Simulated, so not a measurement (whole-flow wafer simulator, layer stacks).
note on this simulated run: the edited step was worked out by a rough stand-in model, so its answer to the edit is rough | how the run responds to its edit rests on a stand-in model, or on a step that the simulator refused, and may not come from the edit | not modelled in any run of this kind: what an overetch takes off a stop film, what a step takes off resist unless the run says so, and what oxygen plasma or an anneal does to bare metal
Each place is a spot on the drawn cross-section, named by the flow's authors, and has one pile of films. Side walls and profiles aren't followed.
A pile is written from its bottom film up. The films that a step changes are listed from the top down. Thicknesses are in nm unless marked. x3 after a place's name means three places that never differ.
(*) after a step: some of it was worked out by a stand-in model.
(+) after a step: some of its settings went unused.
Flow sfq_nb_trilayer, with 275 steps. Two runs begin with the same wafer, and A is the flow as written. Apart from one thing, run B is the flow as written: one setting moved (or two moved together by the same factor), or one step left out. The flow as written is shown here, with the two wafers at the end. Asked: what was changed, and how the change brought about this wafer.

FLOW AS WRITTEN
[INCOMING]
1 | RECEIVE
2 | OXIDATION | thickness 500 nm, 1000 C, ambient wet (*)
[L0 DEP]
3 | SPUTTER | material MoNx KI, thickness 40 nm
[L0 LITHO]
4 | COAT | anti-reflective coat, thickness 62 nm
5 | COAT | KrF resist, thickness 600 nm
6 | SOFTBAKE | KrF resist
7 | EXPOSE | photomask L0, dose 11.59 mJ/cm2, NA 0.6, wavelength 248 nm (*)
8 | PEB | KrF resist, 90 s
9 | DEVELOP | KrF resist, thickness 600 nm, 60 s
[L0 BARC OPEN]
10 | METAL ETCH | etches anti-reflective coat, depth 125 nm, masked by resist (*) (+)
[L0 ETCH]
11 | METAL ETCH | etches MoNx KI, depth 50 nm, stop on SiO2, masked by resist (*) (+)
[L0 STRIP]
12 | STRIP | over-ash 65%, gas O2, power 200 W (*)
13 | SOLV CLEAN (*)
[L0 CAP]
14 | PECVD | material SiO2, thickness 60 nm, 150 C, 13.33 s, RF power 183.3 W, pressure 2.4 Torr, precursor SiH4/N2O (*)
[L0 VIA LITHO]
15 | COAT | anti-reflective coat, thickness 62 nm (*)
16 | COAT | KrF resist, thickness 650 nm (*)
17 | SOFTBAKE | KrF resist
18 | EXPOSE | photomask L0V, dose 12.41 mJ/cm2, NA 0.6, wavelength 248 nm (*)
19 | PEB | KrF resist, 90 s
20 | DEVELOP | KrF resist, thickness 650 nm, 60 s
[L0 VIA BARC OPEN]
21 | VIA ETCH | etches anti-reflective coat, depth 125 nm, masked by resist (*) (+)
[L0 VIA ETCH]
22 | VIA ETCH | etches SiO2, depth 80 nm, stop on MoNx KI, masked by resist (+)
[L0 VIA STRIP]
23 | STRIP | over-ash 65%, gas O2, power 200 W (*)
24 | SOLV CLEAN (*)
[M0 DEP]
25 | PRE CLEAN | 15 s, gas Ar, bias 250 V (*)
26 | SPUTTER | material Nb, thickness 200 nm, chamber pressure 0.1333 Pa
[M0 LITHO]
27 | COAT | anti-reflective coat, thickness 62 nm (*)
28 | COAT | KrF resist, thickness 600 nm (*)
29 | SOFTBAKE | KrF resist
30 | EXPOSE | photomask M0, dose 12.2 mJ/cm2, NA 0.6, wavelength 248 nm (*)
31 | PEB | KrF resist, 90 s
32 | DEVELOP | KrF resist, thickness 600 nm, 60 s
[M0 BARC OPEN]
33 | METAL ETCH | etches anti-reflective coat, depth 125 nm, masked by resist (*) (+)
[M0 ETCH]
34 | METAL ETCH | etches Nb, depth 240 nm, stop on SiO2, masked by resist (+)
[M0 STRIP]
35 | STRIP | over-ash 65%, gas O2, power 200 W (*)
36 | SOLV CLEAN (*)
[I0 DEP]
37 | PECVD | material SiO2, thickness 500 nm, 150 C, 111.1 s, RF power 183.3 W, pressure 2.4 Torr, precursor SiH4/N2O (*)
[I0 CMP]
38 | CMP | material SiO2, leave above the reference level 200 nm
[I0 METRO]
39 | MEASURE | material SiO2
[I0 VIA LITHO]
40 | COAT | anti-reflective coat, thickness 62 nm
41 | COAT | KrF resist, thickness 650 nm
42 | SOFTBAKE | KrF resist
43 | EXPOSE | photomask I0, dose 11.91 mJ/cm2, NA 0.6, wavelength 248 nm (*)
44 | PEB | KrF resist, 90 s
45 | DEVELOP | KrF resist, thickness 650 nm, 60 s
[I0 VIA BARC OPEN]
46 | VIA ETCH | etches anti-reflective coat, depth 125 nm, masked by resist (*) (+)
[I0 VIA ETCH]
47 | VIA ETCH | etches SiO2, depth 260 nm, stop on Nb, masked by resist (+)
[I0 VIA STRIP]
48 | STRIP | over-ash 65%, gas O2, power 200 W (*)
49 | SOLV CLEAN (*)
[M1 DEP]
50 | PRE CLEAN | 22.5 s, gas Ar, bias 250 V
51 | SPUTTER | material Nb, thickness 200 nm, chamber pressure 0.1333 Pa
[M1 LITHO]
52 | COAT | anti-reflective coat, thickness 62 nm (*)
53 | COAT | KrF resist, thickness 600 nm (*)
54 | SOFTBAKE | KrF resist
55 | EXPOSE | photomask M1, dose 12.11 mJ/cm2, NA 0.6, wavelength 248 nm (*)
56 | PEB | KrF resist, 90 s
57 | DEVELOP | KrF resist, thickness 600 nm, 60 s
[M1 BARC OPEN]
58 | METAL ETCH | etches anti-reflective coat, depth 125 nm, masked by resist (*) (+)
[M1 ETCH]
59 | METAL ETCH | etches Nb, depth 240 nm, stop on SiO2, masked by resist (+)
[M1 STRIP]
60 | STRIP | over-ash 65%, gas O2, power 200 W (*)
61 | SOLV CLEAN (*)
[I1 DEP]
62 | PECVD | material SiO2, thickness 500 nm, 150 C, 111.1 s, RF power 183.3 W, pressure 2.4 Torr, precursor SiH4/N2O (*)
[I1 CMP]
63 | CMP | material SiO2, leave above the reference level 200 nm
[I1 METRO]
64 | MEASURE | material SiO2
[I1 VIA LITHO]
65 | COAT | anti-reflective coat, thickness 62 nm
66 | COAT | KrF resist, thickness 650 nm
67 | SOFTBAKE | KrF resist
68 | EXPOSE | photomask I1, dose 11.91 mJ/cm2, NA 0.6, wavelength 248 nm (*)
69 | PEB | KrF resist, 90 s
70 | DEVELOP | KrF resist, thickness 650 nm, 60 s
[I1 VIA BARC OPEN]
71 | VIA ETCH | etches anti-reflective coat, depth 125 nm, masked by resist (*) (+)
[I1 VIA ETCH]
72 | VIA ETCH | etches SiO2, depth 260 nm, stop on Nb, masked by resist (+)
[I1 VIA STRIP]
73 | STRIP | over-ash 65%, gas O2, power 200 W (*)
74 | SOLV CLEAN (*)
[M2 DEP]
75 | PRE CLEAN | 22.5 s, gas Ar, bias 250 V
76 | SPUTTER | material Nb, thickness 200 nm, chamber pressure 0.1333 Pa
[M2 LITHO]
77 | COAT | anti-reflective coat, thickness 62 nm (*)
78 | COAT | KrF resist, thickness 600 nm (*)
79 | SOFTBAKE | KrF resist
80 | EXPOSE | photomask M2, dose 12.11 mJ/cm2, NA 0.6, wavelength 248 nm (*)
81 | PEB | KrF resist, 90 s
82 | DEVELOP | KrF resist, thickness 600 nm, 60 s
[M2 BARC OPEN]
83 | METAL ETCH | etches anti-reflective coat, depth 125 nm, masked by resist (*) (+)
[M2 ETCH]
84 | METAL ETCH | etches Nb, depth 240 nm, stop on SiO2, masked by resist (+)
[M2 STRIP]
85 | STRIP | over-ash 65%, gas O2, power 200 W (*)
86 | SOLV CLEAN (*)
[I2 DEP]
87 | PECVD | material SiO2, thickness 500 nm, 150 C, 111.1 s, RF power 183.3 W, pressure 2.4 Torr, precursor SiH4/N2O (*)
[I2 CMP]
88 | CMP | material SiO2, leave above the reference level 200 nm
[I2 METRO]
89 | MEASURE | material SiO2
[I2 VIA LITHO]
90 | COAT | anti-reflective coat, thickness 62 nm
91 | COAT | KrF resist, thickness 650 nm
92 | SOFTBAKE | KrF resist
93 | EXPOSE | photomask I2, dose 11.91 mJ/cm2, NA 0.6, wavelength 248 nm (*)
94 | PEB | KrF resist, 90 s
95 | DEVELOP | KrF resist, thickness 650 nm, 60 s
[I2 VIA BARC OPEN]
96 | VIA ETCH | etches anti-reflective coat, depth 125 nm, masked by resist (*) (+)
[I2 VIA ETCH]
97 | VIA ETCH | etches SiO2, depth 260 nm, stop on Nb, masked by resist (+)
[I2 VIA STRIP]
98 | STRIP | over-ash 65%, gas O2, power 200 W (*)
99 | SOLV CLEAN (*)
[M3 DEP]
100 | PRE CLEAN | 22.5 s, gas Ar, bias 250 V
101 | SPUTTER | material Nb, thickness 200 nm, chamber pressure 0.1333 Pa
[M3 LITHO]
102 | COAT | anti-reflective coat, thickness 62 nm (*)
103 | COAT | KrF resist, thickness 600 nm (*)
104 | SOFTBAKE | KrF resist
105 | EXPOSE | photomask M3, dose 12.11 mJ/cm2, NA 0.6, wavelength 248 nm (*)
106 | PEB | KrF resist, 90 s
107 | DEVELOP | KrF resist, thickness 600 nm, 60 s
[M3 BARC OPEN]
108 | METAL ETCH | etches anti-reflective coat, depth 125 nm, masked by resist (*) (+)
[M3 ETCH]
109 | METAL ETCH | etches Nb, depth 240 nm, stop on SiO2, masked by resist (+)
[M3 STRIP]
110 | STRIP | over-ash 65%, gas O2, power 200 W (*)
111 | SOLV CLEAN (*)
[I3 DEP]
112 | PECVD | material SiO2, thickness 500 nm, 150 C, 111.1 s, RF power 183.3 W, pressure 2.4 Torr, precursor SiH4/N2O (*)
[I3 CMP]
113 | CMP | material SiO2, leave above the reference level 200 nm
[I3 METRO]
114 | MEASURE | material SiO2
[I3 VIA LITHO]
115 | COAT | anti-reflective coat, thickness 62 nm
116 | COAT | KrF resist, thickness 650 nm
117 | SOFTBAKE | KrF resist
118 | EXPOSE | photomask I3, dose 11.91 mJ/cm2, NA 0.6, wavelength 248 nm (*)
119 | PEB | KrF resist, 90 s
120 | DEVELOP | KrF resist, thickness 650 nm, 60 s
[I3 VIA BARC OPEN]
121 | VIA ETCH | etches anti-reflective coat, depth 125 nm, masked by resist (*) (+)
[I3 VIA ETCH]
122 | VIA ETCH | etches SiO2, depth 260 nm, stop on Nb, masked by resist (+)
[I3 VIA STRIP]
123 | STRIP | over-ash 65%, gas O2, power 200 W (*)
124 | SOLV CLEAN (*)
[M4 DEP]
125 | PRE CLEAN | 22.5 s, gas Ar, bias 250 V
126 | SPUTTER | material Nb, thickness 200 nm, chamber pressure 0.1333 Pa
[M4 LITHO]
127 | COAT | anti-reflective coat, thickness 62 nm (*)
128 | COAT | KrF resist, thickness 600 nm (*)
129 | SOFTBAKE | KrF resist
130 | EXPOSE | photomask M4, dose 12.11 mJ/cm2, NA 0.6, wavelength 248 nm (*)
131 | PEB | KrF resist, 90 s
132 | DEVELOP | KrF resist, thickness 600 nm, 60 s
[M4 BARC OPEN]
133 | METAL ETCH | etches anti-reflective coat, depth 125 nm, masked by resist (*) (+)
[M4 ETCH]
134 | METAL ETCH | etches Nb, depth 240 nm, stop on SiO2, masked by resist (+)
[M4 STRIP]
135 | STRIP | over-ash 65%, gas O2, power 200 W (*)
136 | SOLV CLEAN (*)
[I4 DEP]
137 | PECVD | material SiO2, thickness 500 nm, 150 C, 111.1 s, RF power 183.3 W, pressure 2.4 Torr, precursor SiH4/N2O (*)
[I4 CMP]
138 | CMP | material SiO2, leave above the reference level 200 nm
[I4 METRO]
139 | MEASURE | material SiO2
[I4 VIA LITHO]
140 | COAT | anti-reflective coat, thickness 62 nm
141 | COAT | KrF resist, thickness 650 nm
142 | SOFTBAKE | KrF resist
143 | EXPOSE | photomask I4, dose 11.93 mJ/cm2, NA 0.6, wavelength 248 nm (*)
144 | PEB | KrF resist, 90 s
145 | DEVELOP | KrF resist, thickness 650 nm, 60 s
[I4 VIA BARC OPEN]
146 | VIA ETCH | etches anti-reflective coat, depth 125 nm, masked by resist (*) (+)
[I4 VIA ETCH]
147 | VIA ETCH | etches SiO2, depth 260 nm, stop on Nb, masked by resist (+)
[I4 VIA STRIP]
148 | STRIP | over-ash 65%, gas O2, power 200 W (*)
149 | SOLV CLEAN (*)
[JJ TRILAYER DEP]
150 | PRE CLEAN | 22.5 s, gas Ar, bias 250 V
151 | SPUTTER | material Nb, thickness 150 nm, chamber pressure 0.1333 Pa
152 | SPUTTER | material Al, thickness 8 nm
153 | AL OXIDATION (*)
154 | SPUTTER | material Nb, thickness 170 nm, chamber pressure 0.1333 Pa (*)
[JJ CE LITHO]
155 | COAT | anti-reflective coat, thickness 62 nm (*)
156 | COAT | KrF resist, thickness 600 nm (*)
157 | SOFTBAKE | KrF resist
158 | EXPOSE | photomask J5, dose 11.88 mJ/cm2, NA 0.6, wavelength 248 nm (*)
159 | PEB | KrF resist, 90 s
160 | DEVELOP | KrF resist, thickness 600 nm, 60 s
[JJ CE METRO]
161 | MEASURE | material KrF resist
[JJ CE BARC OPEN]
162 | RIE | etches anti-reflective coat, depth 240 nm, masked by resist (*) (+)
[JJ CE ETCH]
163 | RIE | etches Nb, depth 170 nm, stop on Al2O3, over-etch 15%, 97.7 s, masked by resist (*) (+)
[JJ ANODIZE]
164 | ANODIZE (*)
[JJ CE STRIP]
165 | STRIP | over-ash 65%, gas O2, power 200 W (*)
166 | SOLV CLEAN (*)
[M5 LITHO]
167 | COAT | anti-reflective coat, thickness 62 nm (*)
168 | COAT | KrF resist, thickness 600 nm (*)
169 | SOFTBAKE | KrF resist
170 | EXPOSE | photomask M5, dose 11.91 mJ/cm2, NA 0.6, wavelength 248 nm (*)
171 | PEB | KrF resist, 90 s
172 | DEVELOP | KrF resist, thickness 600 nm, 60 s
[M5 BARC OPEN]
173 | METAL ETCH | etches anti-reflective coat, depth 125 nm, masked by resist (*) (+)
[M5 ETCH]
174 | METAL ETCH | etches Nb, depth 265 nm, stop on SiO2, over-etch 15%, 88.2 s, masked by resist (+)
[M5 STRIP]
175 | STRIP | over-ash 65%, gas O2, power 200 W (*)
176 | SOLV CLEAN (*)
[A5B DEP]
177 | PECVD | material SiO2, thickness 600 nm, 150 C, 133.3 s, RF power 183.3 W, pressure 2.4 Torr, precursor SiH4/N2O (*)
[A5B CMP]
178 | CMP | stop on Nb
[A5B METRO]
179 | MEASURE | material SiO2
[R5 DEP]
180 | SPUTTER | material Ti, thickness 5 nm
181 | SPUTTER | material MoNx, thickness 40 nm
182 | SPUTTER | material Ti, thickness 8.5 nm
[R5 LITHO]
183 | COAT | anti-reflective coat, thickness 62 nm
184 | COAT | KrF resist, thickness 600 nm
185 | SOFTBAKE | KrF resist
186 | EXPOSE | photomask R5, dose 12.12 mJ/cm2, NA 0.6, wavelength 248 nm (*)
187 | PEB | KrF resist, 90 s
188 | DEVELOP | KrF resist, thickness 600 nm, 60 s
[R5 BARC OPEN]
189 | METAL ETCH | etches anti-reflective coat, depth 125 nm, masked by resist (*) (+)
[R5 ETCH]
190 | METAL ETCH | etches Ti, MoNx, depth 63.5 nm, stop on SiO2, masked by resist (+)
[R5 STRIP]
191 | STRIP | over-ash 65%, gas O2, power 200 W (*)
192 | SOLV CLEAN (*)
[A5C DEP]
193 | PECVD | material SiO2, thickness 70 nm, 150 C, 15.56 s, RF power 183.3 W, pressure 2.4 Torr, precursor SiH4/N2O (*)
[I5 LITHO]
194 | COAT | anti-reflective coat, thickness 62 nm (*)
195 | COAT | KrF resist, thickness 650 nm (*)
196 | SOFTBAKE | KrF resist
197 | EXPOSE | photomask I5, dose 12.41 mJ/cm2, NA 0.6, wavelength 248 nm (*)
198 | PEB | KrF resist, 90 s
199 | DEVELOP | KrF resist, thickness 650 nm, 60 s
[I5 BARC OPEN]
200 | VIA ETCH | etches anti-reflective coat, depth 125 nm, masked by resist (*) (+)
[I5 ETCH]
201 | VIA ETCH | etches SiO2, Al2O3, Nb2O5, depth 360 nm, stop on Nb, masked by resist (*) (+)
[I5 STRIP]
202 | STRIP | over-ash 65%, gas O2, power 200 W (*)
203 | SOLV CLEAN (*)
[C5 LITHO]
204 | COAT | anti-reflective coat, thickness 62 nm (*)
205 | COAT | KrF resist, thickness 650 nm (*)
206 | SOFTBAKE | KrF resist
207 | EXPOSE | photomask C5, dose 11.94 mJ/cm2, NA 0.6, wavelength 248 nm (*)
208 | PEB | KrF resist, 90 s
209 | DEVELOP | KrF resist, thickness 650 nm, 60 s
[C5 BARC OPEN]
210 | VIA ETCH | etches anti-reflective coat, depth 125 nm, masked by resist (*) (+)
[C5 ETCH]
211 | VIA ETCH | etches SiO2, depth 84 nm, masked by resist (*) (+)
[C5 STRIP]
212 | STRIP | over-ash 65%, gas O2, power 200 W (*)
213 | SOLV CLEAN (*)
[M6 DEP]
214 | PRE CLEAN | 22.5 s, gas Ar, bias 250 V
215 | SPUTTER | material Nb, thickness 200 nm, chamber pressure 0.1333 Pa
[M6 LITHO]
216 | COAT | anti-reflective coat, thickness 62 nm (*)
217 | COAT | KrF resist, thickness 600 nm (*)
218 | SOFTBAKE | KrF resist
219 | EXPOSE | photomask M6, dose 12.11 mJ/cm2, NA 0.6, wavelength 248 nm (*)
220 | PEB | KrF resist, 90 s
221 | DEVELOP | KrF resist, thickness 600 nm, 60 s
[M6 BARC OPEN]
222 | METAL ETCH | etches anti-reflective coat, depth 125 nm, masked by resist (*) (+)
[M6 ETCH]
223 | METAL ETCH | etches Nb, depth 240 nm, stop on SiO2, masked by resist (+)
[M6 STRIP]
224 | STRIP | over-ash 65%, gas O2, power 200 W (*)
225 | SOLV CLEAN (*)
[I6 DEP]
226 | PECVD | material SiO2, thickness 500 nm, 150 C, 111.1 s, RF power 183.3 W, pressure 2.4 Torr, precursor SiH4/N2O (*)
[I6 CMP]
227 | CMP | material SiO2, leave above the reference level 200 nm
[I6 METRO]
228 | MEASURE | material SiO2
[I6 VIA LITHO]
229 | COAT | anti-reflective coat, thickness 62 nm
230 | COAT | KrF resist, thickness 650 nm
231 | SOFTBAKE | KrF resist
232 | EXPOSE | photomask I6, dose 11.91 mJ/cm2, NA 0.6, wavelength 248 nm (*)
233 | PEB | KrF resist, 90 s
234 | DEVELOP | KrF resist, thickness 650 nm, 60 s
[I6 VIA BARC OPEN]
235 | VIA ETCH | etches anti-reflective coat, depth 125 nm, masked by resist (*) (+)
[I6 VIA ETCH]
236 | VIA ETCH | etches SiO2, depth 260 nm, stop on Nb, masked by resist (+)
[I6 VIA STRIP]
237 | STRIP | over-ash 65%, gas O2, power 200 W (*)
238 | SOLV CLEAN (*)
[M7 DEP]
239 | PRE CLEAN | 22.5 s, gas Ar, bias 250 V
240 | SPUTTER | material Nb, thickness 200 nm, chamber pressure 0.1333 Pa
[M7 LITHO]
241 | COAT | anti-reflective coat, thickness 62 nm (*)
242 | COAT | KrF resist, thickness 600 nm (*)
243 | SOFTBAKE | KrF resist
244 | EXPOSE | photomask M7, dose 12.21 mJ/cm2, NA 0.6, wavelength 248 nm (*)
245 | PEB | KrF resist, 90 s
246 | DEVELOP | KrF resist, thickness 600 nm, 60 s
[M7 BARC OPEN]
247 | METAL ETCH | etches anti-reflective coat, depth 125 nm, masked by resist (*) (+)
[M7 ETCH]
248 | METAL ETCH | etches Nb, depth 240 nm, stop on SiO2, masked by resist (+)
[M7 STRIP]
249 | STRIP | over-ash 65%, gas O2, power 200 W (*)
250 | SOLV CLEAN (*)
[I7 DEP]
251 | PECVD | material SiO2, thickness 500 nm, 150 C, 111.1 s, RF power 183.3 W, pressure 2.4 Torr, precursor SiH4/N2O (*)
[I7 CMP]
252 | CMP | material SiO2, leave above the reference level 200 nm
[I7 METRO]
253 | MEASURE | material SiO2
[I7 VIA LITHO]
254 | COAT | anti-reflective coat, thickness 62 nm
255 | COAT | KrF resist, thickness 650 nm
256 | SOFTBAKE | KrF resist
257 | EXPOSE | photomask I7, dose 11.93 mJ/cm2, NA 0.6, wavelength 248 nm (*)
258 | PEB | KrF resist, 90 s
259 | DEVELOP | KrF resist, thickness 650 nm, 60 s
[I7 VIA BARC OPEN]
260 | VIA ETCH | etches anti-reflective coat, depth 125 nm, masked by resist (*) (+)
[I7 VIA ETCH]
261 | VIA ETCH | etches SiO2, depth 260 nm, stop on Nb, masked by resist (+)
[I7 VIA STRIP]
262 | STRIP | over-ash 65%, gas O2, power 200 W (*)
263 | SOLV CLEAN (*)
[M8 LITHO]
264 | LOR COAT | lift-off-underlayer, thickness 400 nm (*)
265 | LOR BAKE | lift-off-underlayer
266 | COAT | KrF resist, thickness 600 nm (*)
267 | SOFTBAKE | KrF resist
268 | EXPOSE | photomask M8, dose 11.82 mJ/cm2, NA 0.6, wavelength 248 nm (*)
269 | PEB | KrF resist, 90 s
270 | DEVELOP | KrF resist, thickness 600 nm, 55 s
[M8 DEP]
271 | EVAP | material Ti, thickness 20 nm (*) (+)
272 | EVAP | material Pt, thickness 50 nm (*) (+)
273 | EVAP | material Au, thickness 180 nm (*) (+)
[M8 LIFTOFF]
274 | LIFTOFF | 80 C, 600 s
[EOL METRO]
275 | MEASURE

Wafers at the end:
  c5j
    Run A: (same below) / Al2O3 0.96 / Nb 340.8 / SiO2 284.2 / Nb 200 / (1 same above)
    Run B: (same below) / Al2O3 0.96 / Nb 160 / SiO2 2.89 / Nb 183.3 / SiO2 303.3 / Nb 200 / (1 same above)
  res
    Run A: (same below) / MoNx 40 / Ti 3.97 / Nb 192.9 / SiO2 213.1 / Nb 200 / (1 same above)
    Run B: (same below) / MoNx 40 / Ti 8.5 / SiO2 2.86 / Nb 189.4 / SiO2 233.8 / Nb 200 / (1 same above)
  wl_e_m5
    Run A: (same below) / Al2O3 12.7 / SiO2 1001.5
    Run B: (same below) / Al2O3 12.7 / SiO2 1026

The reason: step 193, PECVD: thickness 94.5 nm was run, while the flow as written has thickness 70 nm; step 193, PECVD: 21 s was run, where the flow has 15.56 s.

The path from the change to this, step by step:
  193 | PECVD | material SiO2, thickness 70 nm, 150 C, 15.56 s, RF power 183.3 W, pressure 2.4 Torr, precursor SiH4/N2O (*)
      field_l, v_sur, via_wl and 92 more: A +70 SiO2 | B +94.5 SiO2
      ce_l, c5j, ce_r and 8 more: A +70 SiO2 (new film) | B +94.5 SiO2 (new film)
  201 | VIA ETCH | etches SiO2, Al2O3, Nb2O5, depth 360 nm, stop on Nb, masked by resist (*) (+)
      be: A -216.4 SiO2 (all of it), -12.7 Al2O3 (all of it), -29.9 Nb2O5 (all of it) | B -240.9 SiO2 (all of it), -12.7 Al2O3 (all of it), -29.9 Nb2O5 (all of it)
  204 | COAT | anti-reflective coat, thickness 62 nm (*)
      be: A +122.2 anti-reflective coat (new film) | B +125.9 anti-reflective coat (new film)
      be_sur: A +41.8 anti-reflective coat (new film) | B +40.6 anti-reflective coat (new film)
  205 | COAT | KrF resist, thickness 650 nm (*)
      be: A +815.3 KrF resist (new film) | B +832.7 KrF resist (new film)
  211 | VIA ETCH | etches SiO2, depth 84 nm, masked by resist (*) (+)
      c5j: A -69.9 SiO2 (all of it), -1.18 Nb | B -84 SiO2
      res: A -69.9 SiO2 (all of it) | B -84 SiO2
  212 | STRIP | over-ash 65%, gas O2, power 200 W (*)
      be: A -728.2 KrF resist (all of it), -122.2 anti-reflective coat (all of it) | B -745.5 KrF resist (all of it), -125.9 anti-reflective coat (all of it)
      be_sur: A -559.6 KrF resist (all of it), -41.8 anti-reflective coat (all of it) | B -558.4 KrF resist (all of it), -40.6 anti-reflective coat (all of it)
  214 | PRE CLEAN | 22.5 s, gas Ar, bias 250 V
      c5j: A -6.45 Nb | B -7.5 SiO2
      res: A -4.53 Ti | B -7.5 SiO2
  215 | SPUTTER | material Nb, thickness 200 nm, chamber pressure 0.1333 Pa
      c5j: A +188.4 Nb | B +183.3 Nb (new film)
      be: A +147.3 Nb | B +141.9 Nb
  216 | COAT | anti-reflective coat, thickness 62 nm (*)
      be: A +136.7 anti-reflective coat (new film) | B +141 anti-reflective coat (new film)
      be_sur: A +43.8 anti-reflective coat (new film) | B +42.5 anti-reflective coat (new film)
      (and at 6 other places as well)
  217 | COAT | KrF resist, thickness 600 nm (*)
      be: A +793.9 KrF resist (new film) | B +814.9 KrF resist (new film)
  224 | STRIP | over-ash 65%, gas O2, power 200 W (*)
      be: A -575.8 KrF resist (all of it), -136.7 anti-reflective coat (all of it) | B -596.8 KrF resist (all of it), -141 anti-reflective coat (all of it)
      be_sur: A -371.2 KrF resist (all of it), -43.8 anti-reflective coat (all of it) | B -369.2 KrF resist (all of it), -42.5 anti-reflective coat (all of it)
      (and at 6 other places as well)
  226 | PECVD | material SiO2, thickness 500 nm, 150 C, 111.1 s, RF power 183.3 W, pressure 2.4 Torr, precursor SiH4/N2O (*)
      be: A +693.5 SiO2 (new film) | B +723.4 SiO2 (new film)
      c5j: A +514.7 SiO2 (new film) | B +533.8 SiO2 (new film)
  227 | CMP | material SiO2, leave above the reference level 200 nm
      res: A -279.4 SiO2 | B -258.7 SiO2
With metal films that touch counted as one body, c5j has 5 bodies (between them, from the top down: SiO2 303.3; SiO2 2.89; Al2O3 0.96; SiO2 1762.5); the flow as written gives 4 bodies (between them, from the top down: SiO2 284.2; Al2O3 0.96; SiO2 1762.5).
With metal films that touch counted as one body, res has 4 bodies (between them, from the top down: SiO2 233.8; SiO2 2.86; SiO2 2090.9); the flow as written gives 3 bodies (between them, from the top down: SiO2 213.1; SiO2 2090.9).
